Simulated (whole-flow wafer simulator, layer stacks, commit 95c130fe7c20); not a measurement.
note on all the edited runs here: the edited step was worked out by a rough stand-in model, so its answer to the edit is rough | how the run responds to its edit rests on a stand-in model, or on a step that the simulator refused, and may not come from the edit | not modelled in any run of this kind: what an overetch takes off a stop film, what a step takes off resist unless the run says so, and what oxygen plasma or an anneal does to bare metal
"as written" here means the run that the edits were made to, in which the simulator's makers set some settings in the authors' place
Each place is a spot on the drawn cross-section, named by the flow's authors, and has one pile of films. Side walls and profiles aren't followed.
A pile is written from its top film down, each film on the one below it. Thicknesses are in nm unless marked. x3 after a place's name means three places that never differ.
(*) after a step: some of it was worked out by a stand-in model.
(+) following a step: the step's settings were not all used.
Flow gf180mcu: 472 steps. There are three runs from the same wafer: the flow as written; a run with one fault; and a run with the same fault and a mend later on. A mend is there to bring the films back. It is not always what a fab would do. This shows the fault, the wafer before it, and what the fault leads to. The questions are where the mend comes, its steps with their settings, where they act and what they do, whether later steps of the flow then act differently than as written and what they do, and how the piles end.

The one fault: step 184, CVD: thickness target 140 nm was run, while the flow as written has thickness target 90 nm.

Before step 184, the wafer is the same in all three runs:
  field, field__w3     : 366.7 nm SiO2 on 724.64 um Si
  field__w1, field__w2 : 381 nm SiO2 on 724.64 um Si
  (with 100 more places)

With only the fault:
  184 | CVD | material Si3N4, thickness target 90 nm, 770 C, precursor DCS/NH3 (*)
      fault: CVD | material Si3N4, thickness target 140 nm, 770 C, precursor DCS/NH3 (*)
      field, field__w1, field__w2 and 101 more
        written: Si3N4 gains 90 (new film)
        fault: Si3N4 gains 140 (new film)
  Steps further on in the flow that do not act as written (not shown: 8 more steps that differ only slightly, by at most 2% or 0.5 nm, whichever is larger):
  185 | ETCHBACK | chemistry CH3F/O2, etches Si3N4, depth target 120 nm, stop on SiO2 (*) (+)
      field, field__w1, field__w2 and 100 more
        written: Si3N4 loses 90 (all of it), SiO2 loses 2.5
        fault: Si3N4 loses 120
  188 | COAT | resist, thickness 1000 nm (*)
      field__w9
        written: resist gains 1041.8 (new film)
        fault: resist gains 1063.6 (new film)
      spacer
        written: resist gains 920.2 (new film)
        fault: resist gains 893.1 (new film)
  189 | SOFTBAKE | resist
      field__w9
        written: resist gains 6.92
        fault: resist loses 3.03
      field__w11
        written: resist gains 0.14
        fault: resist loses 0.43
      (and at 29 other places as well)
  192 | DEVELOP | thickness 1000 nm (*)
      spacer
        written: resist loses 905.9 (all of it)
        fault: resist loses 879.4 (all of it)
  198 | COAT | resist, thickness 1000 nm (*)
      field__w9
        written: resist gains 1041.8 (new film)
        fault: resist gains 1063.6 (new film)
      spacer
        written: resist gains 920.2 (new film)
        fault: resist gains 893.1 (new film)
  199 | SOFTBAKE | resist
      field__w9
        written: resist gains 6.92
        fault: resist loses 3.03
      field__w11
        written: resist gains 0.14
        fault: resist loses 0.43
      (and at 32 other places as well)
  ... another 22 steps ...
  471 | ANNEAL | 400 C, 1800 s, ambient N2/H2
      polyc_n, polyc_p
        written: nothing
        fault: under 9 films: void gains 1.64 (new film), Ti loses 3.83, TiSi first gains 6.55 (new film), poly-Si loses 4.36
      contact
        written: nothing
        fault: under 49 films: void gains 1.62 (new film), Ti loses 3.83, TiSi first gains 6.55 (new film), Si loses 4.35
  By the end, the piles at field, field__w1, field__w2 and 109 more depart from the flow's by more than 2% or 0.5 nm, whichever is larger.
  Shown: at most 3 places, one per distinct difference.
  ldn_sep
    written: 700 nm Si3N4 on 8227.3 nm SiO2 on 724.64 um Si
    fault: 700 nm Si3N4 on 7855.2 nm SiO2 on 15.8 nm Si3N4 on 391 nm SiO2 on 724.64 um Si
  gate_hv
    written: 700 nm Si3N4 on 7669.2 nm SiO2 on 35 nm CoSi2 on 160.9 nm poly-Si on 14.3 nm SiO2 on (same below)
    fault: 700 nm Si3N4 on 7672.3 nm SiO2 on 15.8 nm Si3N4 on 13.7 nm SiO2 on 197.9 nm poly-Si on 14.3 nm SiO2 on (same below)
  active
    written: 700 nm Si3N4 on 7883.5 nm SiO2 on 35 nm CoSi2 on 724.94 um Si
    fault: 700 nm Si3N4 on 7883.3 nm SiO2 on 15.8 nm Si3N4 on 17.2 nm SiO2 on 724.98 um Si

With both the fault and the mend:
  The mend follows step 184.
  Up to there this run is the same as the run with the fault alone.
  185 | ETCHBACK | chemistry CH3F/O2, etches Si3N4, depth target 170 nm, stop on SiO2 (*) (+) (the flow's step 185, where the flow has depth target 120 nm)
      field, field__w1, field__w2 and 100 more
        Si3N4 loses 140 (all of it), SiO2 loses 2.5
  Steps further on in the flow that do not act as written (not shown: 6 more steps that differ only slightly, by at most 2% or 0.5 nm, whichever is larger):
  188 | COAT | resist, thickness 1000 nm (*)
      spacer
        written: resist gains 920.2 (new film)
        mend: resist gains 870.5 (new film)
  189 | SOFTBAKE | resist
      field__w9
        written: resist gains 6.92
        mend: resist loses 2.96
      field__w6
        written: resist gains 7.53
        mend: resist gains 8.16
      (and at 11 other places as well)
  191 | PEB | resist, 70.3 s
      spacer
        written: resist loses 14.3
        mend: resist loses 13.3
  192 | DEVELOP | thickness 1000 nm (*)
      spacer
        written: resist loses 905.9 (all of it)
        mend: resist loses 857.2 (all of it)
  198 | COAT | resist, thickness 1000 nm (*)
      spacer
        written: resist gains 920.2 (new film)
        mend: resist gains 870.5 (new film)
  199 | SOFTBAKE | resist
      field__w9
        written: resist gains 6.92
        mend: resist loses 2.96
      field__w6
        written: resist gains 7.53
        mend: resist gains 8.16
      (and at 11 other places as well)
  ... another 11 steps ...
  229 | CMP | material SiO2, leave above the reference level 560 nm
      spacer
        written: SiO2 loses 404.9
        mend: SiO2 loses 454.9
  By the end, the piles at spacer, sd_p, ld_sd_n, ld_drn_n, ld_sd_p, ld_drn_p depart from the flow's by more than 2% or 0.5 nm, whichever is larger.
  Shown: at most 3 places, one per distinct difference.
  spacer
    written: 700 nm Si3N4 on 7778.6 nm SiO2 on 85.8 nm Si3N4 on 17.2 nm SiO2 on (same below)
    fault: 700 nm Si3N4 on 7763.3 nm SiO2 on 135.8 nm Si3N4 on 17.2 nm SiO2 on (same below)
    mend: 700 nm Si3N4 on 7728.6 nm SiO2 on 135.8 nm Si3N4 on 17.2 nm SiO2 on (same below)
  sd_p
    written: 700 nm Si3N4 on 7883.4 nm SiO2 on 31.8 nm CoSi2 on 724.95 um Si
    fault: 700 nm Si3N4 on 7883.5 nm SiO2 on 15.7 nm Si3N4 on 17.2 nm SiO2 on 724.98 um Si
    mend: 700 nm Si3N4 on 7883.4 nm SiO2 on 30.8 nm CoSi2 on 724.95 um Si
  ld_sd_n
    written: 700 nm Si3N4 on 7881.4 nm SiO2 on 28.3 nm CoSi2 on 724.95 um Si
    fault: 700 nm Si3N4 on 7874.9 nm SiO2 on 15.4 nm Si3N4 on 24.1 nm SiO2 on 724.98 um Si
    mend: 700 nm Si3N4 on 7881.4 nm SiO2 on 27.3 nm CoSi2 on 724.95 um Si
